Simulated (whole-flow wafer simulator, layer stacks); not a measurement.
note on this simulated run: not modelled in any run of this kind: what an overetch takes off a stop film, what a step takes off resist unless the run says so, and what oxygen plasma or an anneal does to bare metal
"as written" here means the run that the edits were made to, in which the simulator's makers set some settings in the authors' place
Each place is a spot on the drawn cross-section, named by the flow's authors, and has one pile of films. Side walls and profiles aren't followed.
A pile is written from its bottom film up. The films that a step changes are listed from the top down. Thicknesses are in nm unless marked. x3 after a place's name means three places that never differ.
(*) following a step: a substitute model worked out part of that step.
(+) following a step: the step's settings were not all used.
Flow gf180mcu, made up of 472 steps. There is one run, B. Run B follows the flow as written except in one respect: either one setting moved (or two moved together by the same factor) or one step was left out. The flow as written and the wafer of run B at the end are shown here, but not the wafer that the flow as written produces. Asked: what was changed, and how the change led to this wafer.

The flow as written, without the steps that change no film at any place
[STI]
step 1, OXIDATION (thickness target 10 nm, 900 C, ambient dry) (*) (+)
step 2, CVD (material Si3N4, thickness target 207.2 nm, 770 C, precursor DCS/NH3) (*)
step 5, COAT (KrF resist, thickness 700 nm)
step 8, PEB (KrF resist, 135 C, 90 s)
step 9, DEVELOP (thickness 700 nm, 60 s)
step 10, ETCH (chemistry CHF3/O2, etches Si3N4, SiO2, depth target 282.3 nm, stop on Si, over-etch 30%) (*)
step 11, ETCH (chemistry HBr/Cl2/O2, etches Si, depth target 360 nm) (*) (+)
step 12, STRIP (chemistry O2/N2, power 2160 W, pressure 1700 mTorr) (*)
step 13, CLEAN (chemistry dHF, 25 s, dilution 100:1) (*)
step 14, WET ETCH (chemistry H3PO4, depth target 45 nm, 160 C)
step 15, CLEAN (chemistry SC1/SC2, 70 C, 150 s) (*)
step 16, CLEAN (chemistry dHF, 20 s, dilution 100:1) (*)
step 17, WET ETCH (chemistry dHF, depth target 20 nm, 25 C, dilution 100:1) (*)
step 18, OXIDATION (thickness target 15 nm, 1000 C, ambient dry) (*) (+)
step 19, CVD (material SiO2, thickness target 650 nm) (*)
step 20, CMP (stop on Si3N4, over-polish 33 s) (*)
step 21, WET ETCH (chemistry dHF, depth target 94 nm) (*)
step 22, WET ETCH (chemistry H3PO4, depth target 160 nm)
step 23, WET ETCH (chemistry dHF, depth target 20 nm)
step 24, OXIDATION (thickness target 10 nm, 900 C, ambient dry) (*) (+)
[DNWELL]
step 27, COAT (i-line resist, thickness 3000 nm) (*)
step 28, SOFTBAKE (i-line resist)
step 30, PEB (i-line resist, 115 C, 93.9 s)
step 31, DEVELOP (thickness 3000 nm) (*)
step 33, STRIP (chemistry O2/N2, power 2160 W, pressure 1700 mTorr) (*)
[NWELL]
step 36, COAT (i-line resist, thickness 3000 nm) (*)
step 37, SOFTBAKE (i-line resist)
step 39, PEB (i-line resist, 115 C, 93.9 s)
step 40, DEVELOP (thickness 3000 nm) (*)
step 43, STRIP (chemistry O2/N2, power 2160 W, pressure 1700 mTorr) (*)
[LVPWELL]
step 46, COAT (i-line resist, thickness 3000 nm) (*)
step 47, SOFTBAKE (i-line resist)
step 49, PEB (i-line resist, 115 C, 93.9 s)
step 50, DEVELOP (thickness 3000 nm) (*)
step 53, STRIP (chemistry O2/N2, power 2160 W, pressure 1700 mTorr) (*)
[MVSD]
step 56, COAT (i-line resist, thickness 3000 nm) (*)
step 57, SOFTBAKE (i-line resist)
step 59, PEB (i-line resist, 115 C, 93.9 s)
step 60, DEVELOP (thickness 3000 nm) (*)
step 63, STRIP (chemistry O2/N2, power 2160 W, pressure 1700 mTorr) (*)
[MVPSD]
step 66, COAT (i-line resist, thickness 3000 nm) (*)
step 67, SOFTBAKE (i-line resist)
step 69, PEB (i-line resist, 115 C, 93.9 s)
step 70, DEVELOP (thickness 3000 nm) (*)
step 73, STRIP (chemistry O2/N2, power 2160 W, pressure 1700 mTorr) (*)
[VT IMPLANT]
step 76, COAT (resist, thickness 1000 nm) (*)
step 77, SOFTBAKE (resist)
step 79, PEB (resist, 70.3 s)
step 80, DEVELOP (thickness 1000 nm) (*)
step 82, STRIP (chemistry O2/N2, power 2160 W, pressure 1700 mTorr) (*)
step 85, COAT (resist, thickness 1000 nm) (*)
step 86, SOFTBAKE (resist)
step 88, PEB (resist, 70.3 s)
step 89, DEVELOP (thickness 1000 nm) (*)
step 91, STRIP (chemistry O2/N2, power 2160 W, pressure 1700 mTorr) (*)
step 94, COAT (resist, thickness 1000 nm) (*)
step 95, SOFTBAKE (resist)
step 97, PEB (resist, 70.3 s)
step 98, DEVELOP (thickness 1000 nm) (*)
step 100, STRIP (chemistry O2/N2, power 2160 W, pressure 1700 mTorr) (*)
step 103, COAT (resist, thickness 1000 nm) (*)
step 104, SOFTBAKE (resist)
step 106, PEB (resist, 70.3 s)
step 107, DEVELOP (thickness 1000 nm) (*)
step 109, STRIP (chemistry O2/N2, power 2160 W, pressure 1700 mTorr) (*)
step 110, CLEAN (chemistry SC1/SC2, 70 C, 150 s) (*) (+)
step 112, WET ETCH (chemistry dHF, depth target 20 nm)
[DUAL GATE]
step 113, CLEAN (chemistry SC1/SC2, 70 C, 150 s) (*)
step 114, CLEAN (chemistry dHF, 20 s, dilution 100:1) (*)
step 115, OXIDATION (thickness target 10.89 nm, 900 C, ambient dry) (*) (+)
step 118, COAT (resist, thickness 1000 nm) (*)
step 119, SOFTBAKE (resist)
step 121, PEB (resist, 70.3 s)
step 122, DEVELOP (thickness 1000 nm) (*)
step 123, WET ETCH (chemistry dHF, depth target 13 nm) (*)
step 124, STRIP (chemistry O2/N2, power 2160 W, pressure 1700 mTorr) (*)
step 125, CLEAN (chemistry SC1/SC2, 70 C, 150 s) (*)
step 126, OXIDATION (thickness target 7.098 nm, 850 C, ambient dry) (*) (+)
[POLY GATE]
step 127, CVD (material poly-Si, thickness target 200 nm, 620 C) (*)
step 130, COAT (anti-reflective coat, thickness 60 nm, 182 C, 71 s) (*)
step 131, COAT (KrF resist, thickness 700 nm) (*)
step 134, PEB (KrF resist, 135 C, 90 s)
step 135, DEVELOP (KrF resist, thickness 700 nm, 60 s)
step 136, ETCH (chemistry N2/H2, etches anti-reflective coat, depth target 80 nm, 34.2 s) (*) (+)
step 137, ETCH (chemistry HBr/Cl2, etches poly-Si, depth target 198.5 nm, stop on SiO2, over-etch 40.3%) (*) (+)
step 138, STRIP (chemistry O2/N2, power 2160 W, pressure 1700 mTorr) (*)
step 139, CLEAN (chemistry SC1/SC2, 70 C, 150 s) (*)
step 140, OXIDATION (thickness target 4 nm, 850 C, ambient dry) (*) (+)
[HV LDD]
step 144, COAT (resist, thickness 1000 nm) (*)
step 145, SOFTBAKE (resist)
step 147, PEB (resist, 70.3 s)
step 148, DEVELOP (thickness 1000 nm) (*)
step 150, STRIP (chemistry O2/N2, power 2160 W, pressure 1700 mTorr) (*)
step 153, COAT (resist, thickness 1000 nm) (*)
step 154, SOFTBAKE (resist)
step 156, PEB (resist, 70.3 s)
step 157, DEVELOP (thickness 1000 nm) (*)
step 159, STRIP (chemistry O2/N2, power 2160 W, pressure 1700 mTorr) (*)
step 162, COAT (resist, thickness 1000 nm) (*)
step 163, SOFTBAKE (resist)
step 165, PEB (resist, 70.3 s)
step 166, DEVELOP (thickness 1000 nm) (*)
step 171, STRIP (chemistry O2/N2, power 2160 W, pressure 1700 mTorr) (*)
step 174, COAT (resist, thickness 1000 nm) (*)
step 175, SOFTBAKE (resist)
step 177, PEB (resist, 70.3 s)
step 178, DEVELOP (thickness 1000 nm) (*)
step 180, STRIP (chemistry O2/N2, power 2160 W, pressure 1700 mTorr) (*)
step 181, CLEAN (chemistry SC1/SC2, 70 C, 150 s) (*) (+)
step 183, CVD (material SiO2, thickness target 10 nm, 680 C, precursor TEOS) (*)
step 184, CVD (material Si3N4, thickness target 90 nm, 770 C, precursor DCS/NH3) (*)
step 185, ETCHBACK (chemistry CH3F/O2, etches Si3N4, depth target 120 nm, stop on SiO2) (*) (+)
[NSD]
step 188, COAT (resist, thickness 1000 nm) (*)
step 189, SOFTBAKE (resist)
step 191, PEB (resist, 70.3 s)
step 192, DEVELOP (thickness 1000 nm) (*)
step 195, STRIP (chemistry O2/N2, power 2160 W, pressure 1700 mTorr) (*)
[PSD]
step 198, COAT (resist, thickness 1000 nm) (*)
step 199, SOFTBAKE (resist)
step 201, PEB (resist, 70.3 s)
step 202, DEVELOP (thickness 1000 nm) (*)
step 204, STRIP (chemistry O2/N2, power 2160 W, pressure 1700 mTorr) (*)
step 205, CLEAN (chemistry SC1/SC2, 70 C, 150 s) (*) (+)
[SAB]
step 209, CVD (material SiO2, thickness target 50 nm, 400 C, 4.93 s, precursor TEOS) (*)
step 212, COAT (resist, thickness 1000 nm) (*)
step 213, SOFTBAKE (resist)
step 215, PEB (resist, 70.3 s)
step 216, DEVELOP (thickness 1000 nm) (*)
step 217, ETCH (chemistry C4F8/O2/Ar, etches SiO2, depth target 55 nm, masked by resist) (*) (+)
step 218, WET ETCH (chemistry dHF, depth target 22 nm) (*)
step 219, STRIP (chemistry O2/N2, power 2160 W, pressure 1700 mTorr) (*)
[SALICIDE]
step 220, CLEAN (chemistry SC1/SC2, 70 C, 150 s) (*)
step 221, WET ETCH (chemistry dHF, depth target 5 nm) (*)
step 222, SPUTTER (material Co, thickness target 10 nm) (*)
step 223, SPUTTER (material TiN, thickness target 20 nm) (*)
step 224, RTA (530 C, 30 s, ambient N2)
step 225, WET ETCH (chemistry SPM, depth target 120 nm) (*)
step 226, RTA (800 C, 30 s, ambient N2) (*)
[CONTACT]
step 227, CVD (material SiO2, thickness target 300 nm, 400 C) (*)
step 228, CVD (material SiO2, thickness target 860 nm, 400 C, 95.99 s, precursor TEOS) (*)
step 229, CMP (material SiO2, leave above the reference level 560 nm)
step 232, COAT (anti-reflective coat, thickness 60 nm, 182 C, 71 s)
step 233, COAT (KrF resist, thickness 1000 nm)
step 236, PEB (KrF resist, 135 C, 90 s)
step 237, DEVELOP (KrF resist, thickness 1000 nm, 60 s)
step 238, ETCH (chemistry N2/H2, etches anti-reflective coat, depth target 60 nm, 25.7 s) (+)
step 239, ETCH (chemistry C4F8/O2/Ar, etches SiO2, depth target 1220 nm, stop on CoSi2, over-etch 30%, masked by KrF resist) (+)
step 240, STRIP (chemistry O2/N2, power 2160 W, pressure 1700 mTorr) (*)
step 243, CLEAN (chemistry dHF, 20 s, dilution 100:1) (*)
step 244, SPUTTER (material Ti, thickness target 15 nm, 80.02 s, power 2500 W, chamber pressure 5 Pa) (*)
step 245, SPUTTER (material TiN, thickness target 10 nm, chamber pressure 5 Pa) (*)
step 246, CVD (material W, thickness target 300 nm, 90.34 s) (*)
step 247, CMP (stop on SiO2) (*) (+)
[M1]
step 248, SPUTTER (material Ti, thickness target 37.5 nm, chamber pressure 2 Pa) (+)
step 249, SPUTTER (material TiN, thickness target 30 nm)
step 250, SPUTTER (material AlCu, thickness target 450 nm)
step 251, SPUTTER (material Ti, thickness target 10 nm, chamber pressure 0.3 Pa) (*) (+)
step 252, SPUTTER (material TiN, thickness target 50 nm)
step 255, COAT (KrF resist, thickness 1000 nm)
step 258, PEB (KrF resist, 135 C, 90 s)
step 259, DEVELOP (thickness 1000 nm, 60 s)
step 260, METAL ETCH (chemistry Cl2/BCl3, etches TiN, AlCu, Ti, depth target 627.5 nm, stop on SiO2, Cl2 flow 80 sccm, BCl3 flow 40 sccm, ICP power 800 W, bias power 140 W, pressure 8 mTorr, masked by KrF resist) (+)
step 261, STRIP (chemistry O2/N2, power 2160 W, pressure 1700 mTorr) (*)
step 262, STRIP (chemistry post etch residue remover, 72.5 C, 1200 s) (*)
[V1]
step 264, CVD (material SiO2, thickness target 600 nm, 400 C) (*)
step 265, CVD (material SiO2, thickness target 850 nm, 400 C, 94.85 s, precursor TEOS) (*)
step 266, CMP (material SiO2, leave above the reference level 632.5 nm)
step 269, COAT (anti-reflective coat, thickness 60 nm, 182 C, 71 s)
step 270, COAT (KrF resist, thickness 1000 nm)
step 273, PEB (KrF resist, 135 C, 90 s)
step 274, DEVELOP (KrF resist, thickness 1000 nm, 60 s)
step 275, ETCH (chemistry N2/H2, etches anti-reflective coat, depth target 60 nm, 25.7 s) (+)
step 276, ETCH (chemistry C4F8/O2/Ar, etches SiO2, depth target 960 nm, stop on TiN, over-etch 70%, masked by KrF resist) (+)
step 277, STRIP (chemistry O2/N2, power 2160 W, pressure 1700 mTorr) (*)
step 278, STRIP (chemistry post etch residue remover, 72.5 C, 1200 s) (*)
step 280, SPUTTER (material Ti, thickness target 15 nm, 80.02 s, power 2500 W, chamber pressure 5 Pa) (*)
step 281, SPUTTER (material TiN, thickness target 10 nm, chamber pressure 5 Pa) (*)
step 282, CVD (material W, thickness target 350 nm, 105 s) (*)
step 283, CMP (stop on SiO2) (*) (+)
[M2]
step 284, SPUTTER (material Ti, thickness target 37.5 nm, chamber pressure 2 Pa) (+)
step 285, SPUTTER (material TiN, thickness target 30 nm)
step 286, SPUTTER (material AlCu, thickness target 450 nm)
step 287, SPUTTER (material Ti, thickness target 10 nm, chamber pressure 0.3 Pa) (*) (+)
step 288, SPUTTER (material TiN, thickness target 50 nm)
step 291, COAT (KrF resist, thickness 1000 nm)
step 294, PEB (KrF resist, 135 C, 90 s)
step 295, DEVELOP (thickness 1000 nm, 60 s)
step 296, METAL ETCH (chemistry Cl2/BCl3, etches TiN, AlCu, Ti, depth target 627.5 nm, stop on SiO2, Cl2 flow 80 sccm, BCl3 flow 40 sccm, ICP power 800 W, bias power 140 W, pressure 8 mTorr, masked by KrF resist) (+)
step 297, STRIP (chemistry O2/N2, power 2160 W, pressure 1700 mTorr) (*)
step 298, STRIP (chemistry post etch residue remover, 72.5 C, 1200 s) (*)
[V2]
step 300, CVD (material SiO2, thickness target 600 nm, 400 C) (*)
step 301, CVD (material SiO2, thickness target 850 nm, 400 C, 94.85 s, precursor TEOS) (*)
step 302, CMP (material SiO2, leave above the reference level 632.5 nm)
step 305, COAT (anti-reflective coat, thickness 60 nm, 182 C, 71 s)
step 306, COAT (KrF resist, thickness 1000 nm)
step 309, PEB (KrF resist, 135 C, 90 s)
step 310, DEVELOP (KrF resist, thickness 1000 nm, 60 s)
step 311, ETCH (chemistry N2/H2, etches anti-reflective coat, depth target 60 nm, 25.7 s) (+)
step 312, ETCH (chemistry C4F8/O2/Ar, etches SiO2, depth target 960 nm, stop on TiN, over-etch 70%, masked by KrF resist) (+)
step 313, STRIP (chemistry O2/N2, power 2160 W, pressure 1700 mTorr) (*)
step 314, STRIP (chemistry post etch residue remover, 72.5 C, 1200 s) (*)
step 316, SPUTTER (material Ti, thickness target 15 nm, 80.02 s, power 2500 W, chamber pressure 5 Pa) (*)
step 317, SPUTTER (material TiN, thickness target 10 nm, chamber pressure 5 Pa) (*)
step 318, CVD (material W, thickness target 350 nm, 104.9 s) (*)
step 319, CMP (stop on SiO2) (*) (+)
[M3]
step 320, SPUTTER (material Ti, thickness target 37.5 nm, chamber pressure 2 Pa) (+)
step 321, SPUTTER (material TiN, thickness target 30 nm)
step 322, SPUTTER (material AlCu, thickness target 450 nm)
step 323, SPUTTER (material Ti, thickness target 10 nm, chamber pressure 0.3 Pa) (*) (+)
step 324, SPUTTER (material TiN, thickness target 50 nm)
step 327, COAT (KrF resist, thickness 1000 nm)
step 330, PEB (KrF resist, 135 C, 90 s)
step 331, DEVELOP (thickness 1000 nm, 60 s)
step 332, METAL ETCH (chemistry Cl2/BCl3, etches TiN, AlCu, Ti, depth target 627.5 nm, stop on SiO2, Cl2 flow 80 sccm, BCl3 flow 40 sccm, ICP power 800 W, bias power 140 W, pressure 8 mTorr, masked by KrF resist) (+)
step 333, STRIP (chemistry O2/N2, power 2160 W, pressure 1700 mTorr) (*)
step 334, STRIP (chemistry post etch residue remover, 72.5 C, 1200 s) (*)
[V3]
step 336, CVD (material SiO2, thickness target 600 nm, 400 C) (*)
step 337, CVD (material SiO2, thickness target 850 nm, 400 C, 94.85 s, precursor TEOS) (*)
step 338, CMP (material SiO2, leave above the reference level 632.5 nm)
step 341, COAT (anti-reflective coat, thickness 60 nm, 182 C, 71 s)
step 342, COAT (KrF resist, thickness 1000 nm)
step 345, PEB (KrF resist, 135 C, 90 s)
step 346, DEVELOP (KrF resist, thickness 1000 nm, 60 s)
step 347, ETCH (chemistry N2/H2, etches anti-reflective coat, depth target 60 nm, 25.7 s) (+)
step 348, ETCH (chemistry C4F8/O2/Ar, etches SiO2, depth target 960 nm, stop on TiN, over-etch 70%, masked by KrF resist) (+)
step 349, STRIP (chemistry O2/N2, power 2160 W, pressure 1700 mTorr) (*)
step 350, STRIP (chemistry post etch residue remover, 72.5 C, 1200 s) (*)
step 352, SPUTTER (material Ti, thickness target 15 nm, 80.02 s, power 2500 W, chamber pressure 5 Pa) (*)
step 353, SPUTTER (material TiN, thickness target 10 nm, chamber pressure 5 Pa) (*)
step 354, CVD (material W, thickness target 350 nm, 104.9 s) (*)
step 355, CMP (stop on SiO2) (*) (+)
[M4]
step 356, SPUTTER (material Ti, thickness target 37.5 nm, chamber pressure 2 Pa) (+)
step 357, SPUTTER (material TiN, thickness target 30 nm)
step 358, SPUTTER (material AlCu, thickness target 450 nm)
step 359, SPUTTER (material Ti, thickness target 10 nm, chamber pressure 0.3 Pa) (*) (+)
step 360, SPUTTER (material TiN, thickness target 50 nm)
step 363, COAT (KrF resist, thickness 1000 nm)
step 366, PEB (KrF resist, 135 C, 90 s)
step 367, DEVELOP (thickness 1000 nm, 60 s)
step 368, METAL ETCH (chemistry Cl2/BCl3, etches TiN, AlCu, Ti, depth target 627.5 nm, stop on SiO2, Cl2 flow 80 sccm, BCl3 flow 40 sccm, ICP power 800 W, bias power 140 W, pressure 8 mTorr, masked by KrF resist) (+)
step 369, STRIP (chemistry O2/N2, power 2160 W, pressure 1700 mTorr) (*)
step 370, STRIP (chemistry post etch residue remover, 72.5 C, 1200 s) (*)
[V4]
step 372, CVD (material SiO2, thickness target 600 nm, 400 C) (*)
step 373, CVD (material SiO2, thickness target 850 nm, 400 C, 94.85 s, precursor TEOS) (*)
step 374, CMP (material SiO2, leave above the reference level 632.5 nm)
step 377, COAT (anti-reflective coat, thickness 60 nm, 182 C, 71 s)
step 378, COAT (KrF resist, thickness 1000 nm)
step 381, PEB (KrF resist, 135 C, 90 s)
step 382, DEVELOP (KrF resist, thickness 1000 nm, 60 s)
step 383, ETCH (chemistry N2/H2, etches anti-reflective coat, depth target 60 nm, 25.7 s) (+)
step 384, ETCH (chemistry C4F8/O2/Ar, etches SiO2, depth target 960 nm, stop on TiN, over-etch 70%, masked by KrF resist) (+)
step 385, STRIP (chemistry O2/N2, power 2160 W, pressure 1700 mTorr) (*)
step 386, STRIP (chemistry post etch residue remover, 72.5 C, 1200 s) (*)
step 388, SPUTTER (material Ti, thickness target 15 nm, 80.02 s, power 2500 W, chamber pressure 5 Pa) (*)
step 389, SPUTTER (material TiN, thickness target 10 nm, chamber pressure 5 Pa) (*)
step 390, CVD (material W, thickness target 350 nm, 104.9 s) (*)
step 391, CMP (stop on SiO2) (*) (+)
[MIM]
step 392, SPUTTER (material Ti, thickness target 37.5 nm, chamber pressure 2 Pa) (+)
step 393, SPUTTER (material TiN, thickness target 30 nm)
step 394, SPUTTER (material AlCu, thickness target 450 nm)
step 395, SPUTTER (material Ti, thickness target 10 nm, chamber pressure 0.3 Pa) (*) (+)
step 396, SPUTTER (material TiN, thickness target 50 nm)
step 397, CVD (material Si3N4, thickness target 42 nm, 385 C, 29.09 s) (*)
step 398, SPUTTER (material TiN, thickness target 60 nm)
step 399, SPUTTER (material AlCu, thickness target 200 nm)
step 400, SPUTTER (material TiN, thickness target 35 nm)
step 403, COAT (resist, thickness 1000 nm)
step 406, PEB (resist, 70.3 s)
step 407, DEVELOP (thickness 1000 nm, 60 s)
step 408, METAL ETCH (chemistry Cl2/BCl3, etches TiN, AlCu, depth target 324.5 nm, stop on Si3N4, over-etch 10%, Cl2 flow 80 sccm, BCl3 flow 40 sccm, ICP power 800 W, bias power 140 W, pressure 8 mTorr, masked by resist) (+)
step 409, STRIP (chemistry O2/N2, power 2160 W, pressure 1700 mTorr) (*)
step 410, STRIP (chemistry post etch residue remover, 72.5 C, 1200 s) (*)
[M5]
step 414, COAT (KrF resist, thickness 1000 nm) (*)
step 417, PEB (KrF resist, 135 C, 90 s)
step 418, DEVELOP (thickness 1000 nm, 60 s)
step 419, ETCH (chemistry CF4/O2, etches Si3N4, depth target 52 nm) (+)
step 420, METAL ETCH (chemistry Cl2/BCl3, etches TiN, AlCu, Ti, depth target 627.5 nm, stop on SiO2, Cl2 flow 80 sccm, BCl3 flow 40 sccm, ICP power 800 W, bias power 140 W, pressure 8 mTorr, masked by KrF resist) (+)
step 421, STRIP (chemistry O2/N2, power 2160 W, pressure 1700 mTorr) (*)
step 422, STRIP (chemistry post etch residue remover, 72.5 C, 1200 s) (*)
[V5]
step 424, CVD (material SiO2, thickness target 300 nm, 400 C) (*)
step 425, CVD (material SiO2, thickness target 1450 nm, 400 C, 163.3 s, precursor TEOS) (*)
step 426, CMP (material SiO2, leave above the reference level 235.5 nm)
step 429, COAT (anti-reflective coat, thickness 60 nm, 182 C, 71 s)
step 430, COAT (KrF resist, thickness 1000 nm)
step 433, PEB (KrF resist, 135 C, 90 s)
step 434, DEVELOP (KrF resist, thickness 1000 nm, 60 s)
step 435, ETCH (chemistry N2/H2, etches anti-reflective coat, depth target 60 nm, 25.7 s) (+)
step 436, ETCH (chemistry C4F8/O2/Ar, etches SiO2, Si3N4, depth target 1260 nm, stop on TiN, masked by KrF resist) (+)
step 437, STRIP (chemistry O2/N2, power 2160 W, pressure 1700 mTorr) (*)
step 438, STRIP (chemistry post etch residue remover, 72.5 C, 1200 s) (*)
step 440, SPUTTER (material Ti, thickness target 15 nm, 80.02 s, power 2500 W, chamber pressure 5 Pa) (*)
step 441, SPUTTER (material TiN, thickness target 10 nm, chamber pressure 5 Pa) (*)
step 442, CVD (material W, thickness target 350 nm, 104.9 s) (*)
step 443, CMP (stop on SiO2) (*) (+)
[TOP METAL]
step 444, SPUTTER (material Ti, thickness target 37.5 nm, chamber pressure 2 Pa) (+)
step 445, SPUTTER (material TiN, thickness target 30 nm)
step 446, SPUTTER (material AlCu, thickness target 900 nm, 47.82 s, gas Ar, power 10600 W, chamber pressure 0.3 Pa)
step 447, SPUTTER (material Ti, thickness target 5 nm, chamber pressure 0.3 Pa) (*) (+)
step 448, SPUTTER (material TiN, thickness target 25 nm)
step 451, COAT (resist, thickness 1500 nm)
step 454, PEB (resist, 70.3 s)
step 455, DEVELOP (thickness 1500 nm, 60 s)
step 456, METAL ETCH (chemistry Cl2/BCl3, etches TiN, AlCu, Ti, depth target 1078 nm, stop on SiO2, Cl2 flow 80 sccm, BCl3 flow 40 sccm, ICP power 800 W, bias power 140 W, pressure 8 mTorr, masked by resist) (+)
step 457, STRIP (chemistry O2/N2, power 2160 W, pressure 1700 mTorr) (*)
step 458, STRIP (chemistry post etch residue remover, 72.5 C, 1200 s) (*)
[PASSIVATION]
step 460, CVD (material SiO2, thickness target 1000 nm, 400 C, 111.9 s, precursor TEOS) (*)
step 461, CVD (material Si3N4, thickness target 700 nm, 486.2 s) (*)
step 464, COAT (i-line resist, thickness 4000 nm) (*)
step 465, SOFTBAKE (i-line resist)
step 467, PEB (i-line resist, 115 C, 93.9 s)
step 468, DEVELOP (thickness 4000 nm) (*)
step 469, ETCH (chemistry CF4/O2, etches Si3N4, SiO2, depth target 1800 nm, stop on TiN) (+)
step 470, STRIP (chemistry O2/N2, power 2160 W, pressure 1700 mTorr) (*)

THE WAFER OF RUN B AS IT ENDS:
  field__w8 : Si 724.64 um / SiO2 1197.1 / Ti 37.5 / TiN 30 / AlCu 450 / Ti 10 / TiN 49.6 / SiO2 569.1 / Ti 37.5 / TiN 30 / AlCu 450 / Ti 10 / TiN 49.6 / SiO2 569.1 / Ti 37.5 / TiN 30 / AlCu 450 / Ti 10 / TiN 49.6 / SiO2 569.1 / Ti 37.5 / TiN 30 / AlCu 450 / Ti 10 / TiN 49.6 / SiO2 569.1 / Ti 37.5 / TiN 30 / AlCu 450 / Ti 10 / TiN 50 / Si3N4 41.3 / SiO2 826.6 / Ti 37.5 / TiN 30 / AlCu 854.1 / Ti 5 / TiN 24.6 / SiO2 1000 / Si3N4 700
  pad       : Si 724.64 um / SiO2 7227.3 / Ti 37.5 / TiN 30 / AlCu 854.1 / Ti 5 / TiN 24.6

Cause: step 446, SPUTTER: 45.43 s was run, whereas the flow has 47.82 s.

Step by step, how the change led to this:
  step 446, SPUTTER (material AlCu, thickness target 900 nm, 47.82 s, gas Ar, power 10600 W, chamber pressure 0.3 Pa)
      field, field__w1, field__w2 and 109 more: +854.1 AlCu (new film) (in the flow as written it would be: +900 AlCu (new film))
  step 456, METAL ETCH (chemistry Cl2/BCl3, etches TiN, AlCu, Ti, depth target 1078 nm, stop on SiO2, Cl2 flow 80 sccm, BCl3 flow 40 sccm, ICP power 800 W, bias power 140 W, pressure 8 mTorr, masked by resist) (+)
      field, field__w1, field__w2 and 103 more: -25 TiN (all of it), -5 Ti (all of it), -854.1 AlCu (all of it), -30 TiN (all of it), -37.5 Ti (all of it) (in the flow as written it would be: -25 TiN (all of it), -5 Ti (all of it), -900 AlCu (all of it), -30 TiN (all of it), -37.5 Ti (all of it))
  step 465, SOFTBAKE (i-line resist)
      field__w2, field_sub__w4: +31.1 i-line resist (in the flow as written it would be: +33.4 i-line resist)
      field__w11, field__w13: +35.1 i-line resist (in the flow as written it would be: +37.6 i-line resist)
      (also at 65 further places)
  step 470, STRIP (chemistry O2/N2, power 2160 W, pressure 1700 mTorr) (*)
      field__w8, m1__w1: -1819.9 i-line resist (all of it) (in the flow as written it would be: -1775.9 i-line resist (all of it))
      contact: -1840.7 i-line resist (all of it) (in the flow as written it would be: -1798.3 i-line resist (all of it))
      (also at 2 further places)
